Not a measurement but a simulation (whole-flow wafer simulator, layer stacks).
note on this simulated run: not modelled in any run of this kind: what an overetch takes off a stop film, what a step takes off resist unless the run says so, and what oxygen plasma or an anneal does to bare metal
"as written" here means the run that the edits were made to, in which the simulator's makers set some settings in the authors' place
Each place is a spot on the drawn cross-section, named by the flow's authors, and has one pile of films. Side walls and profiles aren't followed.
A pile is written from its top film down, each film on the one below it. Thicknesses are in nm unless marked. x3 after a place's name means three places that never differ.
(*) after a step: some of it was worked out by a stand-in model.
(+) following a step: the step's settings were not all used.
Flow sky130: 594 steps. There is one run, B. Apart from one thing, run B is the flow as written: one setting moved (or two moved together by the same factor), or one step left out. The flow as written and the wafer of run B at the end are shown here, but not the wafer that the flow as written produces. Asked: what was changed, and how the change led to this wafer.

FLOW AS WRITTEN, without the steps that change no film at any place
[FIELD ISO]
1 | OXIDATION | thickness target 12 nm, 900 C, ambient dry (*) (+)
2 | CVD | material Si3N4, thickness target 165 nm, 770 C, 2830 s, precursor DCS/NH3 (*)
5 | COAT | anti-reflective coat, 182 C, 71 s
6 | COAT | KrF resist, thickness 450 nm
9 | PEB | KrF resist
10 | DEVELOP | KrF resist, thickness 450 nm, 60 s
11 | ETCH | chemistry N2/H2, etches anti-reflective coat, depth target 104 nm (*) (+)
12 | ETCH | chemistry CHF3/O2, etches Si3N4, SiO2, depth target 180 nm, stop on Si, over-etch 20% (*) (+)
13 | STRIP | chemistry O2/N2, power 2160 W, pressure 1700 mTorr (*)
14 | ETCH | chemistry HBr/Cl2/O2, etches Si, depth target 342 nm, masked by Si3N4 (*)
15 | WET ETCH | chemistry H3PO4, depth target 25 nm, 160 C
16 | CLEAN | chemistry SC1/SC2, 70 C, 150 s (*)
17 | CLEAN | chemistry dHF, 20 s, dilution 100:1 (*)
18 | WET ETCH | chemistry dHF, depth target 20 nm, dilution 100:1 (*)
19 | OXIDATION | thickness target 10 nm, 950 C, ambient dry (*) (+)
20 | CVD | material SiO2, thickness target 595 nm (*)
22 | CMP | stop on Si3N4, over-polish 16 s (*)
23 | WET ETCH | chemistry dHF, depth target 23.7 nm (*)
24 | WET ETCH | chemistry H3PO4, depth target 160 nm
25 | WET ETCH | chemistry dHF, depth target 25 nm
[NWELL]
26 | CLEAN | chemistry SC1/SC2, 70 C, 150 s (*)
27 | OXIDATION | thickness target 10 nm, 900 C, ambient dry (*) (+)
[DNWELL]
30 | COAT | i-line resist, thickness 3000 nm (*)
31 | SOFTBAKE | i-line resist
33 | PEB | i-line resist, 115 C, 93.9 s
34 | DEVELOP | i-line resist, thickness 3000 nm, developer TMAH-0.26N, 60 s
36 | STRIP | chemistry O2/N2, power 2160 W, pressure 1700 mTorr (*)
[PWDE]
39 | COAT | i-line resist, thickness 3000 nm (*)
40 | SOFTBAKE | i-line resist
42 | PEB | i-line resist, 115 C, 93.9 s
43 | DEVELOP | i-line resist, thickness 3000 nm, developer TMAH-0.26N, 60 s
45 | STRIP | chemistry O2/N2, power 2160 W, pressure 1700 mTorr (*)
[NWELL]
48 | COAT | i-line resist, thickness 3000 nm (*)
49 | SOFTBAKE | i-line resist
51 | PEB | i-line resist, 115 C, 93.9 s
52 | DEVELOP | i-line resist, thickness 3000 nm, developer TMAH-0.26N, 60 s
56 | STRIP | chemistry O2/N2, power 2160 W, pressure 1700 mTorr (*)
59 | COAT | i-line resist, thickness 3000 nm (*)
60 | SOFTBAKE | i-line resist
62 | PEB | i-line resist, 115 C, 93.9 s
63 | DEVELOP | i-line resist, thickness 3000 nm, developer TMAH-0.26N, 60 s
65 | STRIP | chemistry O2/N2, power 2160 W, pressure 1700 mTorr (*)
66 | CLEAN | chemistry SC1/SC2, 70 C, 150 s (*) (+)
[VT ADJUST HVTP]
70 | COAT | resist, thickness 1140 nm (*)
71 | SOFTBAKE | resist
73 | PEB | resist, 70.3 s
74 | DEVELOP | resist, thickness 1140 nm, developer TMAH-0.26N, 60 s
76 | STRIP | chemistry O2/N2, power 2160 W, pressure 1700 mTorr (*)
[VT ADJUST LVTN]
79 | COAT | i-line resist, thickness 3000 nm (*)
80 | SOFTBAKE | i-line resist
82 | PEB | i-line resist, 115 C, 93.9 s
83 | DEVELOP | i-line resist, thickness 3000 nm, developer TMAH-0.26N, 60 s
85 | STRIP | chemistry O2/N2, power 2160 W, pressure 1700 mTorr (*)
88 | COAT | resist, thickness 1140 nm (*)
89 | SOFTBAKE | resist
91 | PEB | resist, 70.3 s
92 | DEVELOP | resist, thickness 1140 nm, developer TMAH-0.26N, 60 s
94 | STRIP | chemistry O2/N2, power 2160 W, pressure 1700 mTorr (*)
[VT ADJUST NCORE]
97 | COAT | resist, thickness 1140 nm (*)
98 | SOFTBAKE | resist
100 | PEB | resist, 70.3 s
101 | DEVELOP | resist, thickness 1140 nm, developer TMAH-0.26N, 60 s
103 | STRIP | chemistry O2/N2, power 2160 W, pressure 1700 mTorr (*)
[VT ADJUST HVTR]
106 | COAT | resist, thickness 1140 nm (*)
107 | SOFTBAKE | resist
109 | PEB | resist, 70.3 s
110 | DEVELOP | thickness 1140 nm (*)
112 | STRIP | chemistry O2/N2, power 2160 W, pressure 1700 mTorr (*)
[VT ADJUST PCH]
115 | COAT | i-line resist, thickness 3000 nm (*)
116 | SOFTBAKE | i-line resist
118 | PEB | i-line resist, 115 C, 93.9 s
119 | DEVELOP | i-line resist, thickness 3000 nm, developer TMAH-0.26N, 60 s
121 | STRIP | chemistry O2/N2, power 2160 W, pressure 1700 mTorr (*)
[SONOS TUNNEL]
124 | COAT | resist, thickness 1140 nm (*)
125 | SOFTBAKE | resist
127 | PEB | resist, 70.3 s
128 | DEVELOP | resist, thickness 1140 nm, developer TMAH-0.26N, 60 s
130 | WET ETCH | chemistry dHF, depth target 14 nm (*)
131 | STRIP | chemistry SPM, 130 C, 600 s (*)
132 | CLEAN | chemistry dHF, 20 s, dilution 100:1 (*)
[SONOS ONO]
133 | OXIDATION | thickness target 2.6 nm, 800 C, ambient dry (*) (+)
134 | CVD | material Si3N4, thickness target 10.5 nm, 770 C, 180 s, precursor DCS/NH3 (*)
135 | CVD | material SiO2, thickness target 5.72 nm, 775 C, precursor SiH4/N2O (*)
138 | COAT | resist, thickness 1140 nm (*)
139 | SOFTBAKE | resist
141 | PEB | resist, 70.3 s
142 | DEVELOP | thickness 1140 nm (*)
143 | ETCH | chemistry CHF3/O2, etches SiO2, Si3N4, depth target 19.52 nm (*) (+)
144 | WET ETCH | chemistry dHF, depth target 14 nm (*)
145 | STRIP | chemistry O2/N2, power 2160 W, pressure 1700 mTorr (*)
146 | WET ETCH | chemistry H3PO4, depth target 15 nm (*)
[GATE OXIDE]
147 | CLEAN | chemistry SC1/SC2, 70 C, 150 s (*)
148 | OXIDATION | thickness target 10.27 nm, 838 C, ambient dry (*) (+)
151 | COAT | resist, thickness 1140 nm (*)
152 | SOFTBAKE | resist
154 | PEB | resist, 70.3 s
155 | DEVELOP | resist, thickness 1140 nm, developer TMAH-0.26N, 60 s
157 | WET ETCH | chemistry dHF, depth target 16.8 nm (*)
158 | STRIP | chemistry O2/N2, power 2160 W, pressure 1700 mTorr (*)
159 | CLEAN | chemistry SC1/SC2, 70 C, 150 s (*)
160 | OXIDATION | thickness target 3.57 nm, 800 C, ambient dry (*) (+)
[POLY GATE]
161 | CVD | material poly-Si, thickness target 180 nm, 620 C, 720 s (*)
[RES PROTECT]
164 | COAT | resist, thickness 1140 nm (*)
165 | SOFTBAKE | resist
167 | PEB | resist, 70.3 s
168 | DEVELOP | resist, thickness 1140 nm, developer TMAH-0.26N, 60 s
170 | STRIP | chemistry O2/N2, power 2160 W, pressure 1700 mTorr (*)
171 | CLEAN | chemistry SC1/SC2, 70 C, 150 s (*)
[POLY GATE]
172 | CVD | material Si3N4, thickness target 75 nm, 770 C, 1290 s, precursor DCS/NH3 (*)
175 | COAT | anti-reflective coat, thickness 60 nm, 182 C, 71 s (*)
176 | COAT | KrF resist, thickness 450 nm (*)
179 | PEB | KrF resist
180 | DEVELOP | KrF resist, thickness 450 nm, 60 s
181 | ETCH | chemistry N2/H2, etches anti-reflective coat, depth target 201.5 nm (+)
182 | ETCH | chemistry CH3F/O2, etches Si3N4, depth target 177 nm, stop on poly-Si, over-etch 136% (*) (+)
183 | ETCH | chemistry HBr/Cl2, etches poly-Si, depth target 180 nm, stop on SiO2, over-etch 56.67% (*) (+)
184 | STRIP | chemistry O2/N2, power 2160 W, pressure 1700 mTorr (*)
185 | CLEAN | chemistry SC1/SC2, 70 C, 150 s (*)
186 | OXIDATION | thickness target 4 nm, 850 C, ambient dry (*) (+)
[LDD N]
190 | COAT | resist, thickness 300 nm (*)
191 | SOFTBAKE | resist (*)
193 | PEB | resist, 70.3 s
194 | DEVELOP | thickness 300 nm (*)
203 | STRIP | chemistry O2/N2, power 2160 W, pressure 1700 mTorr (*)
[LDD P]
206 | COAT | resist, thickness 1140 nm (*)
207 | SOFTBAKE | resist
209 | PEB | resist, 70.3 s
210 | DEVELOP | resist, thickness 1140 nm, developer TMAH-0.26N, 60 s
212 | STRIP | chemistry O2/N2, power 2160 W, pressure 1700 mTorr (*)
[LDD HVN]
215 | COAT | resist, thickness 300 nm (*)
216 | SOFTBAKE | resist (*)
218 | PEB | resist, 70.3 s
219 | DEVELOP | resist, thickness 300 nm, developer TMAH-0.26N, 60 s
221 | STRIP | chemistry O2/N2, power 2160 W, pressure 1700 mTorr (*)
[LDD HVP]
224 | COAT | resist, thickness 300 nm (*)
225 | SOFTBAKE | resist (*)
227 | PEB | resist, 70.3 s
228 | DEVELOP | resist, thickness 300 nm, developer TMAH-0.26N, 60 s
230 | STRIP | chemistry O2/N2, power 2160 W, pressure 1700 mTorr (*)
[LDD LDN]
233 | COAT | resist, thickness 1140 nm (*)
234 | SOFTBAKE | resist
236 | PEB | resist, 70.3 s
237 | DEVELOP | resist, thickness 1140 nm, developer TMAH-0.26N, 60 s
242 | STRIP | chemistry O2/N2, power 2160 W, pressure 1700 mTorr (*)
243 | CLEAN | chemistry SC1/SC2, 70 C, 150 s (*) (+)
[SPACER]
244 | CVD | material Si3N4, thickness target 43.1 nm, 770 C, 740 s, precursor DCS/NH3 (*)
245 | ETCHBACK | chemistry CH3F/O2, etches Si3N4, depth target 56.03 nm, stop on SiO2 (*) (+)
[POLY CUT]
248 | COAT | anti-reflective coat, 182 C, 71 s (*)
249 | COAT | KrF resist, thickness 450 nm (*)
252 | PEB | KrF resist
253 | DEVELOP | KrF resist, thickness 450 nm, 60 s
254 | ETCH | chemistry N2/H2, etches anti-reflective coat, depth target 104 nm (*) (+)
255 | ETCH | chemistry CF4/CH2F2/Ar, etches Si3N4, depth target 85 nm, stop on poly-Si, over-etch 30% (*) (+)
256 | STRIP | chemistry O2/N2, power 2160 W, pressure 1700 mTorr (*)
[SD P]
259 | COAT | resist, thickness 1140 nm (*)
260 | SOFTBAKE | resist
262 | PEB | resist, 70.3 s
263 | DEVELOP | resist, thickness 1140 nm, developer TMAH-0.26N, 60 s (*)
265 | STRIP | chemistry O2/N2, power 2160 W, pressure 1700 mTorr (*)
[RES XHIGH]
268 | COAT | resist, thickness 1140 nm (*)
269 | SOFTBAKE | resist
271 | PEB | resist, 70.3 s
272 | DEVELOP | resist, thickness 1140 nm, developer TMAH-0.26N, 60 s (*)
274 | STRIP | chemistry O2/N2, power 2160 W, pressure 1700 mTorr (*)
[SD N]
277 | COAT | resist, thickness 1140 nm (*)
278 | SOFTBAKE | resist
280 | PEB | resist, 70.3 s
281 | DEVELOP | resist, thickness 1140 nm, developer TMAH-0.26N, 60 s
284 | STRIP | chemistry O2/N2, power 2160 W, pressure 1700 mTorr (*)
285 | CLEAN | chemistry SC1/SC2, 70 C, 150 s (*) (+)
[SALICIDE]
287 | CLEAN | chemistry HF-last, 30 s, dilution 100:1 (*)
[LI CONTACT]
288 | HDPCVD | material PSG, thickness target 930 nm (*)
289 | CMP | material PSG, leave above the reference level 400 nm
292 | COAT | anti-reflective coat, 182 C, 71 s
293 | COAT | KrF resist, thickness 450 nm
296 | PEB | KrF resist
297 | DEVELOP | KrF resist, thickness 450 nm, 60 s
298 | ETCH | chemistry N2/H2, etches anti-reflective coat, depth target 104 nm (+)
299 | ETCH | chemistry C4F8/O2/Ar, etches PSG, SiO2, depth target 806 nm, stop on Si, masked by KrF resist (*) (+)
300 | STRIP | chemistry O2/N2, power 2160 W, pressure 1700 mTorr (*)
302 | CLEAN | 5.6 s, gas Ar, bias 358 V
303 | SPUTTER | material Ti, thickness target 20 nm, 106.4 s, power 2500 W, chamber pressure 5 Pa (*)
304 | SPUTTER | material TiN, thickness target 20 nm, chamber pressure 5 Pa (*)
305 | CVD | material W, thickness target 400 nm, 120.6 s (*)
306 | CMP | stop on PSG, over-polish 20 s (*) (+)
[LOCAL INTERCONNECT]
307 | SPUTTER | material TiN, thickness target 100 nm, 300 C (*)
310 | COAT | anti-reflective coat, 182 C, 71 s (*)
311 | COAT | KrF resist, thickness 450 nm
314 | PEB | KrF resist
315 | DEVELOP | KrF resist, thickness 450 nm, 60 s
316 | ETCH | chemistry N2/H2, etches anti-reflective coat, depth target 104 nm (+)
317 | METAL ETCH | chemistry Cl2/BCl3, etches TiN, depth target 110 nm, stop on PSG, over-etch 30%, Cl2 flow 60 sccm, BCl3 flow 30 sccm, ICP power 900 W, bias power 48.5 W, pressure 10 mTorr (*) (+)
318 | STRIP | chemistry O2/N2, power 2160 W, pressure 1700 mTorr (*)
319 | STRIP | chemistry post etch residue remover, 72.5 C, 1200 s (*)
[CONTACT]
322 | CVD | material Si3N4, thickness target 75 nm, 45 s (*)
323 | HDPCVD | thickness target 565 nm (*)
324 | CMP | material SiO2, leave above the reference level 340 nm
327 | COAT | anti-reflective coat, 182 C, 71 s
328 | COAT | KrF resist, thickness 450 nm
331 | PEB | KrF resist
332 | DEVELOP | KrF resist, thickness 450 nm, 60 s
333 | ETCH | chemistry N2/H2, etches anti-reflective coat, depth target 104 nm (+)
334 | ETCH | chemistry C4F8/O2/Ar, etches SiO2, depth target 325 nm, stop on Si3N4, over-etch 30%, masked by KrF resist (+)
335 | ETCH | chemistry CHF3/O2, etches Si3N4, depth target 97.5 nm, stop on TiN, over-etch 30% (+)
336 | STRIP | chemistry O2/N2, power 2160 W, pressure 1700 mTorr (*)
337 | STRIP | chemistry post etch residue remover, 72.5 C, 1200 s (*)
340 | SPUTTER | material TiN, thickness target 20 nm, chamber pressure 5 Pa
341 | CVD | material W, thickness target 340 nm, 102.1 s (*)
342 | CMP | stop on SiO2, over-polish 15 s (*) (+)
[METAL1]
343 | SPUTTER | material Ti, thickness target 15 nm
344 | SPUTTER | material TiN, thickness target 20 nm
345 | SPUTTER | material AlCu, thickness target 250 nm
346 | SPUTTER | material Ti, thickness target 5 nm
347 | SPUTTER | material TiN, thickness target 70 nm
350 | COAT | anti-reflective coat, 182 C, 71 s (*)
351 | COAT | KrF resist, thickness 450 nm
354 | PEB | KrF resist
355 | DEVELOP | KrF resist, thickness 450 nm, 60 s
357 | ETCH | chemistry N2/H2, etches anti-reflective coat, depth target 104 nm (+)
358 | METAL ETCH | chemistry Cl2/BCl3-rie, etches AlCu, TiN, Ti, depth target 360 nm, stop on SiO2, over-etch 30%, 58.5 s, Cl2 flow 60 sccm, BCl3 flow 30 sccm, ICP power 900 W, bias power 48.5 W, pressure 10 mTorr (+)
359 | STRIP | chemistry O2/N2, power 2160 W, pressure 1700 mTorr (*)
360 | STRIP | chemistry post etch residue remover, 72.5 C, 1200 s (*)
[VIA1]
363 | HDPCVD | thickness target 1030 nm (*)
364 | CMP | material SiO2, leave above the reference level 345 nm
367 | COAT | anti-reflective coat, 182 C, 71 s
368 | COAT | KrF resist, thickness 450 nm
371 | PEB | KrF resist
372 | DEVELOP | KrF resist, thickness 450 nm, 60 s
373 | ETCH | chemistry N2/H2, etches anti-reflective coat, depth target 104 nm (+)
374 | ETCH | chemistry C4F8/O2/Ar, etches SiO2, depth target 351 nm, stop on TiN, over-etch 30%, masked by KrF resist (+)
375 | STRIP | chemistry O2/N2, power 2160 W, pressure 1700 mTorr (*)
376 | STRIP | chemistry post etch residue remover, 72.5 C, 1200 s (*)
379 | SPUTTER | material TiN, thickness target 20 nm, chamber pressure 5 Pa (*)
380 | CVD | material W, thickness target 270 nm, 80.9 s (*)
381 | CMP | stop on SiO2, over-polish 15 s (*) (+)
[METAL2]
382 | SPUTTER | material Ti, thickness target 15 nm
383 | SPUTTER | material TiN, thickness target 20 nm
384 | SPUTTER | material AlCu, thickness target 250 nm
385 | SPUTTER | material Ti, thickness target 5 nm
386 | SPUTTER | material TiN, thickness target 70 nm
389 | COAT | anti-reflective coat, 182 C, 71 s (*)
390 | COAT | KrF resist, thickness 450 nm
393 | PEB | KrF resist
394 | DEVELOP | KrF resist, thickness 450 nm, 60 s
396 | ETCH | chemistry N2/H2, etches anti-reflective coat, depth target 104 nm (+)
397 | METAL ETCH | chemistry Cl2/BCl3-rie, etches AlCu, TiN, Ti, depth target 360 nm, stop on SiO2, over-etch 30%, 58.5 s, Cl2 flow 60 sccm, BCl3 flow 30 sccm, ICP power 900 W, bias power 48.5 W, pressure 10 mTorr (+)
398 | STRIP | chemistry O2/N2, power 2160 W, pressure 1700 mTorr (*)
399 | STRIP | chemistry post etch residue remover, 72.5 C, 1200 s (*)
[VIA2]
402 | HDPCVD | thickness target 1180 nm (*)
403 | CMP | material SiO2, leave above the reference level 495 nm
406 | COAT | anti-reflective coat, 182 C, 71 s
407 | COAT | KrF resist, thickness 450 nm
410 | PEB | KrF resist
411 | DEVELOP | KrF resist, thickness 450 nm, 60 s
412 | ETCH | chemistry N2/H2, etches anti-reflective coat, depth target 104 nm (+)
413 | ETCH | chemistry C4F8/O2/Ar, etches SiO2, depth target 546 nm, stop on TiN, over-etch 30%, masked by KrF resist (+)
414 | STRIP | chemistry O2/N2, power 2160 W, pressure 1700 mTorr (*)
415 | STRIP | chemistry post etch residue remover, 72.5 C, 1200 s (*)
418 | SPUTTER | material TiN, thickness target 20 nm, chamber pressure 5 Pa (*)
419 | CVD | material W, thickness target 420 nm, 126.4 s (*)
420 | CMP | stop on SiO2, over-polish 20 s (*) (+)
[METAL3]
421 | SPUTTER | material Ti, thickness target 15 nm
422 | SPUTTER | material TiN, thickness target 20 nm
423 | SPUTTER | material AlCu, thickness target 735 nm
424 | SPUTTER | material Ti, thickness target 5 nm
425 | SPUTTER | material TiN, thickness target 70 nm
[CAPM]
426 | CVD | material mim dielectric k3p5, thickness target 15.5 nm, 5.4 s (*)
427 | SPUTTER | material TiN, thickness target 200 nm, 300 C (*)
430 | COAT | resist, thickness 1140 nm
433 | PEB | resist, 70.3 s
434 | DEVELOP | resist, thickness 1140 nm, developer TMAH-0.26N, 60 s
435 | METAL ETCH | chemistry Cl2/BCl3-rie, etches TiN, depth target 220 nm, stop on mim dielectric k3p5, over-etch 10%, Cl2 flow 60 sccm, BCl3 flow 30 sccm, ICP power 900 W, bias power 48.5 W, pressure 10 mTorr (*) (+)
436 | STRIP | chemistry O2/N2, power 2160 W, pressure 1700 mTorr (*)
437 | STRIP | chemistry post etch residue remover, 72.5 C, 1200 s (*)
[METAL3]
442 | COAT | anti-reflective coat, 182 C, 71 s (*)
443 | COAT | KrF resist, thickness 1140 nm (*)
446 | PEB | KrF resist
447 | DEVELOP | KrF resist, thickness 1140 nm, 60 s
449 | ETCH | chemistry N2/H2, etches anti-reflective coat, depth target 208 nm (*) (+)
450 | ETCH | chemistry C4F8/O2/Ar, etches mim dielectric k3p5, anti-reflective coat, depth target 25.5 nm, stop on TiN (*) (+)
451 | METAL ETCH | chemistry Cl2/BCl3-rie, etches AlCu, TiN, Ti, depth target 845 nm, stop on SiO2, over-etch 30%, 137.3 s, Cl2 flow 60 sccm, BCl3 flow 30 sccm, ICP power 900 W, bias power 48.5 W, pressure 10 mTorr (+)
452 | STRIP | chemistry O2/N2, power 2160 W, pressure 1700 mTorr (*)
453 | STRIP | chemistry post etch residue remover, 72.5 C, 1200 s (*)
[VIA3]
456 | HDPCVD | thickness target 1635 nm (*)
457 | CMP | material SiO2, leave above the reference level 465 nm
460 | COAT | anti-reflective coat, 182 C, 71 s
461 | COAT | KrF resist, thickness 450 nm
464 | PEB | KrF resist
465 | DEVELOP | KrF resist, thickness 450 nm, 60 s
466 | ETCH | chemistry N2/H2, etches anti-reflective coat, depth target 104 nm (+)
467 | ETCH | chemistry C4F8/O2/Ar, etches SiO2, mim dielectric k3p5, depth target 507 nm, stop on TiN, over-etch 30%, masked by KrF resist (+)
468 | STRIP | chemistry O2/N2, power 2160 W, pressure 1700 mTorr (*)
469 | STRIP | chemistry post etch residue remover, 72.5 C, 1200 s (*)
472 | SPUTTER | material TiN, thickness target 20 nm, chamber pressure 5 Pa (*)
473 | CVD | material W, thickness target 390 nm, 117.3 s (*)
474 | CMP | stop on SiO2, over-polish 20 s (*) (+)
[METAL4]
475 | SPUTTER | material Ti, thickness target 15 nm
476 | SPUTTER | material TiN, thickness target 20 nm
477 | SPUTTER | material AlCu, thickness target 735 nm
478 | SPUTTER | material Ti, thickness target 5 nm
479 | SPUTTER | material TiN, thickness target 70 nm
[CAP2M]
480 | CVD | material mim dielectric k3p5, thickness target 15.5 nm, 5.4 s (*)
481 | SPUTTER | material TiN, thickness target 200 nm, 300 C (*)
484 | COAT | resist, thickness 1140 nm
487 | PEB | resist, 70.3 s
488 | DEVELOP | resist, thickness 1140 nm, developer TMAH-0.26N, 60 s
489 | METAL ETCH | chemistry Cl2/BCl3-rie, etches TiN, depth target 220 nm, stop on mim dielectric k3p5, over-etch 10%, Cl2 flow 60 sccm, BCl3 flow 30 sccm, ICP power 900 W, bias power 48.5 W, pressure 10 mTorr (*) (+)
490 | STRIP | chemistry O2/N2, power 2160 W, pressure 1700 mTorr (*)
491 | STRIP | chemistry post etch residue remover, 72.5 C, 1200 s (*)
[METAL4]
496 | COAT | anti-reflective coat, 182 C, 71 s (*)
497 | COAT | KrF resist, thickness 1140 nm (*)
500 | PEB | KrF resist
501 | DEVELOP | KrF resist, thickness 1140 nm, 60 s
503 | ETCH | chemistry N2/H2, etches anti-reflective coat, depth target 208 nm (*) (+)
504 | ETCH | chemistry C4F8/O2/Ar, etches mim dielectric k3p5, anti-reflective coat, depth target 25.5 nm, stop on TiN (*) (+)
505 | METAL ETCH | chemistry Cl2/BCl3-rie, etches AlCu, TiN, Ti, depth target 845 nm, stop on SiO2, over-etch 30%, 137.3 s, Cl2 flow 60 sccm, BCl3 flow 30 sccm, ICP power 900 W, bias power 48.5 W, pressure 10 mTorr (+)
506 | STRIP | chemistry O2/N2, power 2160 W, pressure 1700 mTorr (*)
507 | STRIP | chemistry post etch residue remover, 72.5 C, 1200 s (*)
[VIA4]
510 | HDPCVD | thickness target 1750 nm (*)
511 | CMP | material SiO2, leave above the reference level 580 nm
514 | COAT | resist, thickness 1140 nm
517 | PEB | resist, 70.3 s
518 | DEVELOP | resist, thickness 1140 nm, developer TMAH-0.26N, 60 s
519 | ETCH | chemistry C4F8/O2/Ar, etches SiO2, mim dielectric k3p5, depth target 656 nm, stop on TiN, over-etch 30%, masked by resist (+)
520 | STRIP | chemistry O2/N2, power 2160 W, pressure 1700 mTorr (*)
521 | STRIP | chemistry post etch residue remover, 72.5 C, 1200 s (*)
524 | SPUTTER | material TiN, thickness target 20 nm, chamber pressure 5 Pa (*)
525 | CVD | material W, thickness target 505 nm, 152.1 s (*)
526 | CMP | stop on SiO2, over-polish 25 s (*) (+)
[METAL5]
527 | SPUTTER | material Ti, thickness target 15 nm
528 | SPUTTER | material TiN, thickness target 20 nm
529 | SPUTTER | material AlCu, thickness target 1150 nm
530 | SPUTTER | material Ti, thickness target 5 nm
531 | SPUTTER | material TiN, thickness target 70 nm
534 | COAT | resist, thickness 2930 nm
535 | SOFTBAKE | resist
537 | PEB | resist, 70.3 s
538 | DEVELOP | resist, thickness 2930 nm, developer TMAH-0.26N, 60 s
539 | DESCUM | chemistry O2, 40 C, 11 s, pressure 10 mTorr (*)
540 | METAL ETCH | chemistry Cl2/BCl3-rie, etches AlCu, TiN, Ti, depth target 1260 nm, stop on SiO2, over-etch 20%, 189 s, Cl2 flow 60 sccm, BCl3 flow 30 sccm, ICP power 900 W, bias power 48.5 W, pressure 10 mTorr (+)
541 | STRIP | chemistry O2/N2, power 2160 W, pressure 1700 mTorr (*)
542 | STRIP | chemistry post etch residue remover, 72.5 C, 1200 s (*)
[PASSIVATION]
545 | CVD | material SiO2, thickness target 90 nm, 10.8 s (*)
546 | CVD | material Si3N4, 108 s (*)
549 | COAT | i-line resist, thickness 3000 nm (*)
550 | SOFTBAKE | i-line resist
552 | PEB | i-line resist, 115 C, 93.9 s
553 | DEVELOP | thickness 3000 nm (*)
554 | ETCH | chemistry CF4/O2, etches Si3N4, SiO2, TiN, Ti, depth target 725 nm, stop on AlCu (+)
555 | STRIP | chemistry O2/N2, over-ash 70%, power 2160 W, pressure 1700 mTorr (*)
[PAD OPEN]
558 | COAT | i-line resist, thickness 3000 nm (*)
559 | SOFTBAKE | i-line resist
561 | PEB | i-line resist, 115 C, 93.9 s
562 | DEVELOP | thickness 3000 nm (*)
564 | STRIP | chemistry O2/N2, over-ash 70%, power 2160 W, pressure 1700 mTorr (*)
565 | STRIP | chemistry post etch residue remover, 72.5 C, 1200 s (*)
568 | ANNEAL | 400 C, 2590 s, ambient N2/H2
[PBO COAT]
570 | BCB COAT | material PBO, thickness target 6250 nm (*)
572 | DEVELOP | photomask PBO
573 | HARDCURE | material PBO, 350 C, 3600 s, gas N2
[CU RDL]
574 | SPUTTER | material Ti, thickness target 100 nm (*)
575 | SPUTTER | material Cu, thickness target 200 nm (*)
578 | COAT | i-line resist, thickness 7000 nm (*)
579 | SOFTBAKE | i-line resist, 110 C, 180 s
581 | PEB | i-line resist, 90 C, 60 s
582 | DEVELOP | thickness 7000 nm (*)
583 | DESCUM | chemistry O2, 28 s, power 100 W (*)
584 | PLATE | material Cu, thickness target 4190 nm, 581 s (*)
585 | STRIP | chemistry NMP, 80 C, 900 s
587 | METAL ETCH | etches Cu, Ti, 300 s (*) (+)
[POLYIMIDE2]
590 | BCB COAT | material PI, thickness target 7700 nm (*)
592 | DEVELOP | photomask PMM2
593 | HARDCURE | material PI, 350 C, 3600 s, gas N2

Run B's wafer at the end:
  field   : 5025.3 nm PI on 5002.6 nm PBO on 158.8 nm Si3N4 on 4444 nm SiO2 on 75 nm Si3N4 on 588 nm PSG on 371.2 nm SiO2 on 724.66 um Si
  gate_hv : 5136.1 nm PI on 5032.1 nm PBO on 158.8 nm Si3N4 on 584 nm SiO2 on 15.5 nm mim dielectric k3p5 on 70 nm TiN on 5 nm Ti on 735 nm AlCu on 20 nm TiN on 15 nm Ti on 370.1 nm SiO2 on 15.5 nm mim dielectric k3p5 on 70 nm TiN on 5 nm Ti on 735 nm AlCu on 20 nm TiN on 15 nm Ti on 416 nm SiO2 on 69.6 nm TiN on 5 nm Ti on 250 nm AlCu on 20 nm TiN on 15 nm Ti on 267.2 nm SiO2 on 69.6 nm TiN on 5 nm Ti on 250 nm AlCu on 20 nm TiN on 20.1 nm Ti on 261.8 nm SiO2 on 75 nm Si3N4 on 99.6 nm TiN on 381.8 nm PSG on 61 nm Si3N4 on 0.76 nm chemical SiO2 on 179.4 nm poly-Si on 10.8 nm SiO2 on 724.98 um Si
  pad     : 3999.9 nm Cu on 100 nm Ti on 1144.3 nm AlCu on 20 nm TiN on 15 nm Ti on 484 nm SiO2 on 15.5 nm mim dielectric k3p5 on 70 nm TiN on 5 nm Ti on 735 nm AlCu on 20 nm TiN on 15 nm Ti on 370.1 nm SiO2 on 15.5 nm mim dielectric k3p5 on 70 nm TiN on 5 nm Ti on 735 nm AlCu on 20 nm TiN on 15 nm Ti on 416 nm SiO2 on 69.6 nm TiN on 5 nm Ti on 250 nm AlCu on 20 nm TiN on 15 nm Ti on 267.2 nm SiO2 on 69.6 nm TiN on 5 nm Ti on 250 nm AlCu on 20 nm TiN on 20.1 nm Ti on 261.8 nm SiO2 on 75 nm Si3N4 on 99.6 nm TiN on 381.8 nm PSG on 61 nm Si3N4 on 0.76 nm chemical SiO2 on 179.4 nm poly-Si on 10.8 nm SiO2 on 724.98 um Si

The reason: step 343, SPUTTER: thickness target 20.1 nm was run, while the flow as written has thickness target 15 nm.
The wafer itself shows it: gate_hv has Ti 20.1, and step 343 as written asks for 15 nm.

How this came from the change, step by step:
  343 | SPUTTER | material Ti, thickness target 15 nm
      field, active, n_well and 188 more: +20.1 Ti (new film) (in the flow as written it would be: +15 Ti (new film))
  358 | METAL ETCH | chemistry Cl2/BCl3-rie, etches AlCu, TiN, Ti, depth target 360 nm, stop on SiO2, over-etch 30%, 58.5 s, Cl2 flow 60 sccm, BCl3 flow 30 sccm, ICP power 900 W, bias power 48.5 W, pressure 10 mTorr (+)
      field, active, gate and 81 more: -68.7 TiN (all of it), -5 Ti (all of it), -250 AlCu (all of it), -20 TiN (all of it), -20.1 Ti (all of it), -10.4 SiO2 (in the flow as written it would be: -68.7 TiN (all of it), -5 Ti (all of it), -250 AlCu (all of it), -20 TiN (all of it), -15 Ti (all of it), -10.9 SiO2)
